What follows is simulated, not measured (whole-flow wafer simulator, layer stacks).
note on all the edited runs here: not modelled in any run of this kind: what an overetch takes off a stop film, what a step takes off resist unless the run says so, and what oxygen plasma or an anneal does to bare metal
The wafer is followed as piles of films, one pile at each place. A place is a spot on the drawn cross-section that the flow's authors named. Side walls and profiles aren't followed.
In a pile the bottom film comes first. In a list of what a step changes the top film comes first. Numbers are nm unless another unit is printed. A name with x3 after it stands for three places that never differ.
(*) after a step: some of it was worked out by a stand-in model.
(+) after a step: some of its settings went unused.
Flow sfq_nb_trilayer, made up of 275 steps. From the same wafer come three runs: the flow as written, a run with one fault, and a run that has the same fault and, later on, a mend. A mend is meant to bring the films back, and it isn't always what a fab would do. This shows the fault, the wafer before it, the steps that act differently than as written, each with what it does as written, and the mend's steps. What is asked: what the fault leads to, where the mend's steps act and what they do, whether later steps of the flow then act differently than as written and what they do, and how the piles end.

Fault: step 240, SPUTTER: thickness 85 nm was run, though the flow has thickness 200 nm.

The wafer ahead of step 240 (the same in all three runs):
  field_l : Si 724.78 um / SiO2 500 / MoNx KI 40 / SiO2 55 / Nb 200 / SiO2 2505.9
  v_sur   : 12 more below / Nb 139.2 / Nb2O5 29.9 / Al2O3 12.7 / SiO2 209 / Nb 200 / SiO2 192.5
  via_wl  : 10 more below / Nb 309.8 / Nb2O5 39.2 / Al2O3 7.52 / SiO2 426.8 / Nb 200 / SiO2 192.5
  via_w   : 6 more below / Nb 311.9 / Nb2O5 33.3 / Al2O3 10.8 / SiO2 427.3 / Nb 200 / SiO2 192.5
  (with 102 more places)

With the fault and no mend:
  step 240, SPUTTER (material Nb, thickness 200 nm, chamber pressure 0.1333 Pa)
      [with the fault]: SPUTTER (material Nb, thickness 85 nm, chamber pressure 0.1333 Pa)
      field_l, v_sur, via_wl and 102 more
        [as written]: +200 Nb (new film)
        [with the fault]: +85 Nb (new film)
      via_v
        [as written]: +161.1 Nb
        [with the fault]: +68.3 Nb
  Later steps of the flow acting differently than as written (3 more steps, not shown, differ only slightly: by at most 2% or 0.5 nm, whichever is larger):
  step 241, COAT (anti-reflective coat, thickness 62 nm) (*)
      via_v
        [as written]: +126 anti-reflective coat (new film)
        [with the fault]: +119.7 anti-reflective coat (new film)
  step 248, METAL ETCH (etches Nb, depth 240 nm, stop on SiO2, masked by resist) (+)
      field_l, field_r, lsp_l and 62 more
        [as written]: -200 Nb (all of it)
        [with the fault]: -85 Nb (all of it)
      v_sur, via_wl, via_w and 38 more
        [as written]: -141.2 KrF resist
        [with the fault]: -75 KrF resist
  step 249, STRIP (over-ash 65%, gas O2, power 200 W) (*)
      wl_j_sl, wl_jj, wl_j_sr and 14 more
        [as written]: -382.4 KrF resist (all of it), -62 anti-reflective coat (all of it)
        [with the fault]: -448.6 KrF resist (all of it), -62 anti-reflective coat (all of it)
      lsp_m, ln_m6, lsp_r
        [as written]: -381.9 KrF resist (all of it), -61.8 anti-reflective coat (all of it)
        [with the fault]: -448.2 KrF resist (all of it), -61.8 anti-reflective coat (all of it)
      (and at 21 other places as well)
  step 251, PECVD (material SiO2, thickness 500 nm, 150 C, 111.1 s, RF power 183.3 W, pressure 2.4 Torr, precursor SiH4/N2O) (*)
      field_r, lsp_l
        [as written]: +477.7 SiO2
        [with the fault]: +490.5 SiO2
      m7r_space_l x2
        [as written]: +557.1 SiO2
        [with the fault]: +500 SiO2
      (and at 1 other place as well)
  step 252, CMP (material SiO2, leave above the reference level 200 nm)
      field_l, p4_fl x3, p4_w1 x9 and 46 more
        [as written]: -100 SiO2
        [with the fault]: -215 SiO2
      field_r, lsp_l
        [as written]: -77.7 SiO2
        [with the fault]: -205.5 SiO2
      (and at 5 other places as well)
  The piles end different from the flow's at field_l, v_sur, via_wl and 103 more by more than 2% or 0.5 nm, whichever is larger.
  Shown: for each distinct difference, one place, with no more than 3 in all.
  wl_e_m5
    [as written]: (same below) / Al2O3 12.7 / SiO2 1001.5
    [with the fault]: (same below) / Al2O3 12.7 / SiO2 886.5
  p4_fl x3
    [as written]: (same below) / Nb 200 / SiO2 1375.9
    [with the fault]: (same below) / Nb 200 / SiO2 1260.9
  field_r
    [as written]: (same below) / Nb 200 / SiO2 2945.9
    [with the fault]: (same below) / Nb 200 / SiO2 2830.9

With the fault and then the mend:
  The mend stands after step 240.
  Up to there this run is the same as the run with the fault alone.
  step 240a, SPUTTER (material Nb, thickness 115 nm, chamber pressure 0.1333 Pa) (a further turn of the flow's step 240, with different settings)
      field_l, v_sur, via_wl and 102 more
        +115 Nb
      via_v
        +91.1 Nb
  Later steps of the flow that are run all act as written at every place that is followed, up to a difference of at most 2% or 0.5 nm, whichever is larger.
  At the end the piles are close to the flow's at the places that both follow, differing by at most 2% or 0.5 nm, whichever is larger.
